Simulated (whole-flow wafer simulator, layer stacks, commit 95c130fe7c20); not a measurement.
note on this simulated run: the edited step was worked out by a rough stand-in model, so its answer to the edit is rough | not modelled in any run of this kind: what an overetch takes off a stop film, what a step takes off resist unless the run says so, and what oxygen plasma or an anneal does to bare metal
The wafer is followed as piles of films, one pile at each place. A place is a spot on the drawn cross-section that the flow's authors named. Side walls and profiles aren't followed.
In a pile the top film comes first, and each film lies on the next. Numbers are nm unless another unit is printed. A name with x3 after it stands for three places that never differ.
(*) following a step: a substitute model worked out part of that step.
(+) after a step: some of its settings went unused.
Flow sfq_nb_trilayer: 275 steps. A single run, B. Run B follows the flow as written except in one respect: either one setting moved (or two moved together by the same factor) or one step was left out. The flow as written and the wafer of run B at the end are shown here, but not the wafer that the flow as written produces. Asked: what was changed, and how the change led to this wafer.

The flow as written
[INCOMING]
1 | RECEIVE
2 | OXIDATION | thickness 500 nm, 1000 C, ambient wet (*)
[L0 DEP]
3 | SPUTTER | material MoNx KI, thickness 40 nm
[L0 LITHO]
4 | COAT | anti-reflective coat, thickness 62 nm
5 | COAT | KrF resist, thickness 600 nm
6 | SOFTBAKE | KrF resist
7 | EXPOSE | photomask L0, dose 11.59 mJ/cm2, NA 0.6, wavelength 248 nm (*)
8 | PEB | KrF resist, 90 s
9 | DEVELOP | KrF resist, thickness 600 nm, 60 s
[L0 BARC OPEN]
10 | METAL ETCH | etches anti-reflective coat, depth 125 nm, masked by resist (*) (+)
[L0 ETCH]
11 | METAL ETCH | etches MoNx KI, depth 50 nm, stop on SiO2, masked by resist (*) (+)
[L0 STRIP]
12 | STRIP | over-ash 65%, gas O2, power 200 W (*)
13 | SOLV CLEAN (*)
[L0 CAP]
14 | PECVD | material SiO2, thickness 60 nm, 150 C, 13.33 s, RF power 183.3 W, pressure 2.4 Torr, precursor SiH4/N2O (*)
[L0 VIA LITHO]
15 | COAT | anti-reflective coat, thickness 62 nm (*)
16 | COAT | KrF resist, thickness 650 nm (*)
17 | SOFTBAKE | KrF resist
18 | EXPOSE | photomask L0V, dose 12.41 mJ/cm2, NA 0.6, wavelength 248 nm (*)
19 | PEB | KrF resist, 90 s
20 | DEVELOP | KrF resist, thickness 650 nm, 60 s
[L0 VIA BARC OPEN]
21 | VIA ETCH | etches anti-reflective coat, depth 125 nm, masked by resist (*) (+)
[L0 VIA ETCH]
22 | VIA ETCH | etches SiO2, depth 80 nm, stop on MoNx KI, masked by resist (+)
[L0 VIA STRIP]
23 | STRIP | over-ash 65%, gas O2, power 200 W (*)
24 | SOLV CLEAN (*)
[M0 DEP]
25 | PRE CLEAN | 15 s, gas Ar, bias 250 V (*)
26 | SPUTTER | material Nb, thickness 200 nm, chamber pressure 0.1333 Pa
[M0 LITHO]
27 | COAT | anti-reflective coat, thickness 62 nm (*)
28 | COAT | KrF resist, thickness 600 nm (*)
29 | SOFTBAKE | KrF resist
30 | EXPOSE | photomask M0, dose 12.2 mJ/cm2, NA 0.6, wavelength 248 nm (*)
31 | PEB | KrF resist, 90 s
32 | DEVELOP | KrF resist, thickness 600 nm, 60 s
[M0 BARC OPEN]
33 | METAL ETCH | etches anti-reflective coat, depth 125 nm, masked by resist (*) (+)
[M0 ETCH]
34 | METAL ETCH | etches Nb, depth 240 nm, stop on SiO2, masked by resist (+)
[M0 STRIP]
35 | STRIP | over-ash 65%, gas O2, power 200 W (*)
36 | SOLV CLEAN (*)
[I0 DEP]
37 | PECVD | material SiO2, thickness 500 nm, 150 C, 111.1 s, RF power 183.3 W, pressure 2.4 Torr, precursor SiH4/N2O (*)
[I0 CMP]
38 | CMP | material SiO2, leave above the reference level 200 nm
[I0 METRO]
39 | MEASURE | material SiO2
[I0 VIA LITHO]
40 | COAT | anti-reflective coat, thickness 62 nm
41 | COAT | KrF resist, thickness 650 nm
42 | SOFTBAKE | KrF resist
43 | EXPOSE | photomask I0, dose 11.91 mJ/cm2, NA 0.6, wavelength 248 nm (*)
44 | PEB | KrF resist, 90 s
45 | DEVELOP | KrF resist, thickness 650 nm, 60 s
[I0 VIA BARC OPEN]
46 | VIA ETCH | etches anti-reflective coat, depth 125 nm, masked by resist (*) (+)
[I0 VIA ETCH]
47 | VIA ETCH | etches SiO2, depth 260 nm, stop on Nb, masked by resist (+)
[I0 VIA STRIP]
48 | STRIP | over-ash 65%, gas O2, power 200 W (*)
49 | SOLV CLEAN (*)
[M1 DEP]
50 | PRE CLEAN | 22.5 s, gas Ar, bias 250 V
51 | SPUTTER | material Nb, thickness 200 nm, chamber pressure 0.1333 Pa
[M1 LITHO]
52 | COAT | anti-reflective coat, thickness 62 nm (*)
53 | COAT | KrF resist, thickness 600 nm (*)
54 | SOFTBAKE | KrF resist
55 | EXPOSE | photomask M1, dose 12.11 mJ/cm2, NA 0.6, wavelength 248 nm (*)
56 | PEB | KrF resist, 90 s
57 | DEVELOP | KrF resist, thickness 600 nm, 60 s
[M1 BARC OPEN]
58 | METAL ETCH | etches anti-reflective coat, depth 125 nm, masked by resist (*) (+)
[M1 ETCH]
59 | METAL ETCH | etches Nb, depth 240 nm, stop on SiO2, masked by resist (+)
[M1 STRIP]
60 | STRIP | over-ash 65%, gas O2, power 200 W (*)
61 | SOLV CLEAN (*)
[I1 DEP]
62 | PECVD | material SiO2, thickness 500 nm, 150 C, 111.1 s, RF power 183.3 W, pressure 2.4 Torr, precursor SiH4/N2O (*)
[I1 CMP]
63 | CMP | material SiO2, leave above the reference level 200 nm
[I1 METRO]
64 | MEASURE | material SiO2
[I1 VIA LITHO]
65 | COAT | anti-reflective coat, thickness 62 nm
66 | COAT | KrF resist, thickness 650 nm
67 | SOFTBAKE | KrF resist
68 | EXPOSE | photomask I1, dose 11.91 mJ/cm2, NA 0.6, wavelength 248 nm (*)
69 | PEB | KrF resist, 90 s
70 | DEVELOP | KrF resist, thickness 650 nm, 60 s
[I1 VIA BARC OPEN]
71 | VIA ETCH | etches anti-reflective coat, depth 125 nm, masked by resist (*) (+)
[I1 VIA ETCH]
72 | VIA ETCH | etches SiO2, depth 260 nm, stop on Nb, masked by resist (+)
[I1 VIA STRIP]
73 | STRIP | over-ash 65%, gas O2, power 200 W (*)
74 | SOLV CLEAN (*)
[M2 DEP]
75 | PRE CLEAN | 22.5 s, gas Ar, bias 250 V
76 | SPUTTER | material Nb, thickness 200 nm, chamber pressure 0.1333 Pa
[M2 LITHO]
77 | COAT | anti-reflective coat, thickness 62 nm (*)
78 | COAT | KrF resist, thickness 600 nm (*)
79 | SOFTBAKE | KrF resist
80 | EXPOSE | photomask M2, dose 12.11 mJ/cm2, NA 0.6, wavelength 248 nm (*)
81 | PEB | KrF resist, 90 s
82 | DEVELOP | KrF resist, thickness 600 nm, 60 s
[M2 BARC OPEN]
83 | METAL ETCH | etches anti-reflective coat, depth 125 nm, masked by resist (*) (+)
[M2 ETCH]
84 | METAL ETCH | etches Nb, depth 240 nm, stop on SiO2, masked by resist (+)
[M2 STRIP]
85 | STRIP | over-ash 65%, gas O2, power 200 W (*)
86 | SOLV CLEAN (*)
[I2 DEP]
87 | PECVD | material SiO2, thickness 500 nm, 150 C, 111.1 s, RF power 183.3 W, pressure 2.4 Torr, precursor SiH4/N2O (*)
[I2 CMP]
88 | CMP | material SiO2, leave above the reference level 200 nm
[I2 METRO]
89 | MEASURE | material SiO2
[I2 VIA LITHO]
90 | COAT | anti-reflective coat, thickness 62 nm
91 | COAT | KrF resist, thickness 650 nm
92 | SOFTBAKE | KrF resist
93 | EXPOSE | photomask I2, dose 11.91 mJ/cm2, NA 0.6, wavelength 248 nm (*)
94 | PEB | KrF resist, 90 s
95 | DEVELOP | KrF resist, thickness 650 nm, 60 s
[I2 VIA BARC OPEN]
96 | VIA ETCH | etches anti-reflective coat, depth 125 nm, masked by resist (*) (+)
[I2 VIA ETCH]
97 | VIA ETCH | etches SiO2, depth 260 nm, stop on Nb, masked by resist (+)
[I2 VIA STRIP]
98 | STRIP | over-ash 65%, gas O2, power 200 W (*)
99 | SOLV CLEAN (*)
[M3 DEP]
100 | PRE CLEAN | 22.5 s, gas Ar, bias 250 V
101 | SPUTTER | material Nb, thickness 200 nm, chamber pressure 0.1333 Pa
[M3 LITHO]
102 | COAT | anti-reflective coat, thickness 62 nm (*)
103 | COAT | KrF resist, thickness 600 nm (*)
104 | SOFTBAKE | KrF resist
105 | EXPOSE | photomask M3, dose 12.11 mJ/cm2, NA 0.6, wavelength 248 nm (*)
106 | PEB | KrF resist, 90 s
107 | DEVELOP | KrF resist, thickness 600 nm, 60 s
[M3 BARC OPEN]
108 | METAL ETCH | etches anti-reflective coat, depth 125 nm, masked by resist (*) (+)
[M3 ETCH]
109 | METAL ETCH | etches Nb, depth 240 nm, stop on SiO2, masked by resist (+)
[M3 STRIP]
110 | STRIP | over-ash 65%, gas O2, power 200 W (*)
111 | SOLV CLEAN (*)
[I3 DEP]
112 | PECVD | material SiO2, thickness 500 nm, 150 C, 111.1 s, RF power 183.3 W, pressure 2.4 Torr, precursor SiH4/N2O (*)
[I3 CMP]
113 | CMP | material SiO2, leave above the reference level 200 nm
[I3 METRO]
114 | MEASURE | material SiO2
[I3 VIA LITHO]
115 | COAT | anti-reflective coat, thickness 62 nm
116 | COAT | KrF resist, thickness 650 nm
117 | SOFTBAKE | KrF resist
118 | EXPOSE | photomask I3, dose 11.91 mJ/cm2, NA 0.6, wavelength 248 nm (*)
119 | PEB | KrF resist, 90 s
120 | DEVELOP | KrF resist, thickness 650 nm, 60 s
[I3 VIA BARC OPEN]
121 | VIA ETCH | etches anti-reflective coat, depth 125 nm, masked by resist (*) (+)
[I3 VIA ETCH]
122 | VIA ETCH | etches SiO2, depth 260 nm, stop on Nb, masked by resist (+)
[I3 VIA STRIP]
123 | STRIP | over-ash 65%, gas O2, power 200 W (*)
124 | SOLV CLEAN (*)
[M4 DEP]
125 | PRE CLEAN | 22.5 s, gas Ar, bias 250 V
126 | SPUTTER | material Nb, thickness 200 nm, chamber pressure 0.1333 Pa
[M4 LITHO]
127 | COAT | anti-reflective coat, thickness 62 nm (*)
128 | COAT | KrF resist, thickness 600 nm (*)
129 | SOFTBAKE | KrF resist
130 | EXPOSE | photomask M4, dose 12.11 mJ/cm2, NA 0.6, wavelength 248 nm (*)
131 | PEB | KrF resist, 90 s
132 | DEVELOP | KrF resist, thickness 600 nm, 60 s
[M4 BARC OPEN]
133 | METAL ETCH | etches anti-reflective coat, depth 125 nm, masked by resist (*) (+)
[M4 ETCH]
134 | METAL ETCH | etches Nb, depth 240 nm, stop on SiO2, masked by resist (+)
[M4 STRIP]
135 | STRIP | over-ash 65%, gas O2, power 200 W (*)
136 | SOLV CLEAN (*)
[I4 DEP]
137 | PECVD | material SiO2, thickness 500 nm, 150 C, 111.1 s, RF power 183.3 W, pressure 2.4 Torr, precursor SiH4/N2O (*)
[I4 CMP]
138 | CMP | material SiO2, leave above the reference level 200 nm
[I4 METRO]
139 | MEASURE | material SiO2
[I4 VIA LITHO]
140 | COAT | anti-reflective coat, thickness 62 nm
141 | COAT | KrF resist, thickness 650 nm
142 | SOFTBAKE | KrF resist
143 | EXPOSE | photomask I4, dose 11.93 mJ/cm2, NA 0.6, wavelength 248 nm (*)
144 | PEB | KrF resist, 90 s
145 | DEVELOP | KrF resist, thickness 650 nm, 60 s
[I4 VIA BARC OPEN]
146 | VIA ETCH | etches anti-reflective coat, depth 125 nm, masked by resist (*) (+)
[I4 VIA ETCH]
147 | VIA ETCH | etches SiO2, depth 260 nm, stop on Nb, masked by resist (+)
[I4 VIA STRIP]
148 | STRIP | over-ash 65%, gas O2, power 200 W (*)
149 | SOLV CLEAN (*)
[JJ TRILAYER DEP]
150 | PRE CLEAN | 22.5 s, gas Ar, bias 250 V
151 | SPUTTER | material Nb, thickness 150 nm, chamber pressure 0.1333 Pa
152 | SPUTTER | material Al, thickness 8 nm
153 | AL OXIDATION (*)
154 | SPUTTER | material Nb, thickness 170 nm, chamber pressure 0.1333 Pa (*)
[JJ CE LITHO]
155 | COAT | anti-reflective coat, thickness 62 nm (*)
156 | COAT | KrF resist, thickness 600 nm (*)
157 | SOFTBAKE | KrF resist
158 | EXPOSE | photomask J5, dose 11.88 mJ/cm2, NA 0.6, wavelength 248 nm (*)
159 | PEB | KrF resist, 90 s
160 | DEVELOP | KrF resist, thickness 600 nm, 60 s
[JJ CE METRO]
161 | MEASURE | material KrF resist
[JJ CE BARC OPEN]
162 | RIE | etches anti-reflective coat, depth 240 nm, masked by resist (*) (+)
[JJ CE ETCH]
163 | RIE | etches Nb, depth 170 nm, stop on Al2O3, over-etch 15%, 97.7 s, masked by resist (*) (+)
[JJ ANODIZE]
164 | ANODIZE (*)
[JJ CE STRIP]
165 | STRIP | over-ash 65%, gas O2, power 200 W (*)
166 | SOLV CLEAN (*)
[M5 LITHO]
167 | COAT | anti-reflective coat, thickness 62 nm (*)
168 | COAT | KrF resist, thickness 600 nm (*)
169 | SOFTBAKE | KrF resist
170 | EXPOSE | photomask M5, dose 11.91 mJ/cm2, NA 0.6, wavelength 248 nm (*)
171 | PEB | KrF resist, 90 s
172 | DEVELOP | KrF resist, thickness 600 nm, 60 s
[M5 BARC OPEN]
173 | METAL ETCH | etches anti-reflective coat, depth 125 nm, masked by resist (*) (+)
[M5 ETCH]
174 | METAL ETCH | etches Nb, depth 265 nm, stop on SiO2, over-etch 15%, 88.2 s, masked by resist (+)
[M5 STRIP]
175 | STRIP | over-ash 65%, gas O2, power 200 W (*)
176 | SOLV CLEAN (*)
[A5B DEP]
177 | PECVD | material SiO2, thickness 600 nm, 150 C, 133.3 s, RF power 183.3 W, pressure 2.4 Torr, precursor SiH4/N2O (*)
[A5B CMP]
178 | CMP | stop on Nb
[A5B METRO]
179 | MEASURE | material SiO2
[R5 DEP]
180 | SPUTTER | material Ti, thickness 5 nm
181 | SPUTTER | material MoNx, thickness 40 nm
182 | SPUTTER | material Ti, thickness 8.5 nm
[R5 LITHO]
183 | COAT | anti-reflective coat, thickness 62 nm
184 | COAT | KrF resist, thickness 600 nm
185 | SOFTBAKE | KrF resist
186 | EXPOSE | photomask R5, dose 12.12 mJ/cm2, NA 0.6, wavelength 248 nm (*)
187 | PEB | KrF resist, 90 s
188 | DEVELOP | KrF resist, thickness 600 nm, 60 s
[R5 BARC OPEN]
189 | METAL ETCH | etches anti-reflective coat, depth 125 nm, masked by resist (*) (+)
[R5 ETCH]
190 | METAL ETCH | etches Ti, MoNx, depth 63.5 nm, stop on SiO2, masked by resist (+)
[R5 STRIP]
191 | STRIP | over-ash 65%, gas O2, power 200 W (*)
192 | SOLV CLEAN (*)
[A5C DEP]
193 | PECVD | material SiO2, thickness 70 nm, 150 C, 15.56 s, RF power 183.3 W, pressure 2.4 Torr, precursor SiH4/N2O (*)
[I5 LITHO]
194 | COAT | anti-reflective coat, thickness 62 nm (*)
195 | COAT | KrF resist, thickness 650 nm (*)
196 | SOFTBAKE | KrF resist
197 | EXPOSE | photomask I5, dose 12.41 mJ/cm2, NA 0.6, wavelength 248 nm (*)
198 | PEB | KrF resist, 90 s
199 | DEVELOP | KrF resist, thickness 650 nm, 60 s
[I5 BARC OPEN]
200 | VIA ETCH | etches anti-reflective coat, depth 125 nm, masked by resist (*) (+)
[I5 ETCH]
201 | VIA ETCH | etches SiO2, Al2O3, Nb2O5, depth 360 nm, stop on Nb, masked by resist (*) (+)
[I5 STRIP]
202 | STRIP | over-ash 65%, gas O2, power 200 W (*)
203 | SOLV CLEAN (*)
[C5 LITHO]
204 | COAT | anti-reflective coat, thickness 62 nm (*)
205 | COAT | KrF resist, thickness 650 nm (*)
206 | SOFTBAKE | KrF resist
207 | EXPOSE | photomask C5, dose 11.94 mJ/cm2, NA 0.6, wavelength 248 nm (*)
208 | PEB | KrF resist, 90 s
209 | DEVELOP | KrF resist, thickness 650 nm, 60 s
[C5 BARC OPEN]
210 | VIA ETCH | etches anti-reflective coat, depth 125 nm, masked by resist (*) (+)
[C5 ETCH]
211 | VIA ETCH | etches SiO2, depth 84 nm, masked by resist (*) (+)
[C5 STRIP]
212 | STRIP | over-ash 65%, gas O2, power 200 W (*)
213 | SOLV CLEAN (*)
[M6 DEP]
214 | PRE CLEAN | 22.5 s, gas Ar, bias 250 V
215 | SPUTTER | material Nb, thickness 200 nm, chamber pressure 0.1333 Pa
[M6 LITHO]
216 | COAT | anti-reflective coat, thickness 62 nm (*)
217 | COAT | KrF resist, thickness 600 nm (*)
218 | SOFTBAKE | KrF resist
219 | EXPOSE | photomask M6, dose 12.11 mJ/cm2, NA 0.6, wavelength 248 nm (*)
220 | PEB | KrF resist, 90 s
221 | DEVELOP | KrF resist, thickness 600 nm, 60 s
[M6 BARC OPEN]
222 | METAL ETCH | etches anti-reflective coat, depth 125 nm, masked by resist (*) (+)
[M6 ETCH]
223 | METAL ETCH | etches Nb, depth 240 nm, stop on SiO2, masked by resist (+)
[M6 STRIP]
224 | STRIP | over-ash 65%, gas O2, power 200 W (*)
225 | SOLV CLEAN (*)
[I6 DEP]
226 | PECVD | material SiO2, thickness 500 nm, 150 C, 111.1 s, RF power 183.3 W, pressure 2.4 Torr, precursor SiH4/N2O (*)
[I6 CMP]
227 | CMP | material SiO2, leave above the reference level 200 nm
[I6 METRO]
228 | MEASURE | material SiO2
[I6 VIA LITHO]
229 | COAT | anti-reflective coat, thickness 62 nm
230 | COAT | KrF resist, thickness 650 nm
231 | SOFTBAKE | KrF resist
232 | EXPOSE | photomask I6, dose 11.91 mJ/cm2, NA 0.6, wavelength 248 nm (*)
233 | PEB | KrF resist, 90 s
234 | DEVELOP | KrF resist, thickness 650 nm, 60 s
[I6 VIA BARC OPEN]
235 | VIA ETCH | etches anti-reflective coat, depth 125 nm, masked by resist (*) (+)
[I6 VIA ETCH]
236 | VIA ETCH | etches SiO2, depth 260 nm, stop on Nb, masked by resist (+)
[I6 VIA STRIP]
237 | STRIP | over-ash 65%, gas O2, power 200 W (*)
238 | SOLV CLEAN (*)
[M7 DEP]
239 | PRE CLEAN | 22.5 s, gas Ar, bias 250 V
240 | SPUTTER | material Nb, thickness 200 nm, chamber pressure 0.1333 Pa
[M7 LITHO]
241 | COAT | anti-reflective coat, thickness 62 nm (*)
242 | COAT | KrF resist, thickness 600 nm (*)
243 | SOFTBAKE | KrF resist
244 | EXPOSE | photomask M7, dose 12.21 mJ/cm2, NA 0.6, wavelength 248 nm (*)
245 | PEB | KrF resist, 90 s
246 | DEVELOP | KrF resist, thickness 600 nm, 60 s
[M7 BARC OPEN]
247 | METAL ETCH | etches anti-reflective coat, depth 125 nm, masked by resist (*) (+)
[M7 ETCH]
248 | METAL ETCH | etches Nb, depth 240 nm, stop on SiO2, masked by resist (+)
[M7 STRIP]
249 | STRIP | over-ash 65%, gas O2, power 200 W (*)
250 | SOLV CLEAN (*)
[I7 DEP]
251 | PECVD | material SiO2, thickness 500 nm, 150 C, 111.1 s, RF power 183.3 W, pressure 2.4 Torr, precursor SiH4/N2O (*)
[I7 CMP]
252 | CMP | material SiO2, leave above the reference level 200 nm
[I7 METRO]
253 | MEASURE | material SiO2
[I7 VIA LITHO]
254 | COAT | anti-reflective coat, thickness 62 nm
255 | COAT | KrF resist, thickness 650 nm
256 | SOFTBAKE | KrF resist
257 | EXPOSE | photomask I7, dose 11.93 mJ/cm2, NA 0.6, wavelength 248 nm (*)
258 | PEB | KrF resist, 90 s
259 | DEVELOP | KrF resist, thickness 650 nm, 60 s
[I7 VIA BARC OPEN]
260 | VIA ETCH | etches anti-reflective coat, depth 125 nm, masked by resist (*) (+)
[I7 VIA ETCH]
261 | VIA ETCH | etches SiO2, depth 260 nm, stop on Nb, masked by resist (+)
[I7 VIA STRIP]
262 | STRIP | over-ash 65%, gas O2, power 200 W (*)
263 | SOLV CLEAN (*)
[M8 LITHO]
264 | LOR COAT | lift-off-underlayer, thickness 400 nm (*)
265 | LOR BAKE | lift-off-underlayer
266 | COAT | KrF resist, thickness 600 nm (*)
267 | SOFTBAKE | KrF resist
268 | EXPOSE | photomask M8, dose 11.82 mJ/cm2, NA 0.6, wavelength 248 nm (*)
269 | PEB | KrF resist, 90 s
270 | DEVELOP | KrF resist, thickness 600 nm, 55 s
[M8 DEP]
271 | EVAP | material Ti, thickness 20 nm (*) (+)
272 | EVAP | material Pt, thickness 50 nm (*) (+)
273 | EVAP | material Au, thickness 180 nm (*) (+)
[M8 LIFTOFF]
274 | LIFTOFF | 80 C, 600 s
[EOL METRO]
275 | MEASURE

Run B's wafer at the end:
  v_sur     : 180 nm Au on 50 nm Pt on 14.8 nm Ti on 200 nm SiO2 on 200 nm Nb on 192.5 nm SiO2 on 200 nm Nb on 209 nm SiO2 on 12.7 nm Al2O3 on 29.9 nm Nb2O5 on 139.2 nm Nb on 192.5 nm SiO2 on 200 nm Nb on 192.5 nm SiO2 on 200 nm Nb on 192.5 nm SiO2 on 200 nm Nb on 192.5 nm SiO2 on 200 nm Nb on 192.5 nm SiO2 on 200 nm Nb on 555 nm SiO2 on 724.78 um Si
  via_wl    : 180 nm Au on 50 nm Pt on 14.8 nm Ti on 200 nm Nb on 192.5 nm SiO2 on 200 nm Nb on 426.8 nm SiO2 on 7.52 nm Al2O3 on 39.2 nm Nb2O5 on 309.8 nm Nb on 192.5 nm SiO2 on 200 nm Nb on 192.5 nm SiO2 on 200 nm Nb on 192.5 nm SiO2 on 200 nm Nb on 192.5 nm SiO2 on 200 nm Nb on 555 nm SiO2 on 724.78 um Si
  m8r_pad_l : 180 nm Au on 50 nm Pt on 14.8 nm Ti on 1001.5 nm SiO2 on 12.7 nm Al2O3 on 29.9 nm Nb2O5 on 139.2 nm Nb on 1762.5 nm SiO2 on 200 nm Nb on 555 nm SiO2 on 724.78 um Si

Cause: step 271, EVAP: thickness 14.8 nm was run, whereas the flow has thickness 20 nm.
One can read it off the wafer: v_sur has Ti 14.8, and step 271 as written asks for 20 nm.

How this came from the change, step by step:
  271 | EVAP | material Ti, thickness 20 nm (*) (+)
      field_l, v_sur, via_wl and 103 more: +14.8 Ti (new film) (in the flow as written it would be: +20 Ti (new film))
  274 | LIFTOFF | 80 C, 600 s
      p4_fl, p4_fm, p4_w1 and 71 more: -180 Au (all of it), -50 Pt (all of it), -14.8 Ti (all of it), -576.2 KrF resist (all of it), -400 lift-off-underlayer (all of it) (in the flow as written it would be: -180 Au (all of it), -50 Pt (all of it), -20 Ti (all of it), -576.2 KrF resist (all of it), -400 lift-off-underlayer (all of it))
      c5j, ce_r: -180 Au (all of it), -50 Pt (all of it), -14.8 Ti (all of it), -573.3 KrF resist (all of it), -399.3 lift-off-underlayer (all of it) (in the flow as written it would be: -180 Au (all of it), -50 Pt (all of it), -20 Ti (all of it), -573.3 KrF resist (all of it), -399.3 lift-off-underlayer (all of it))
      (and at 19 other places as well)
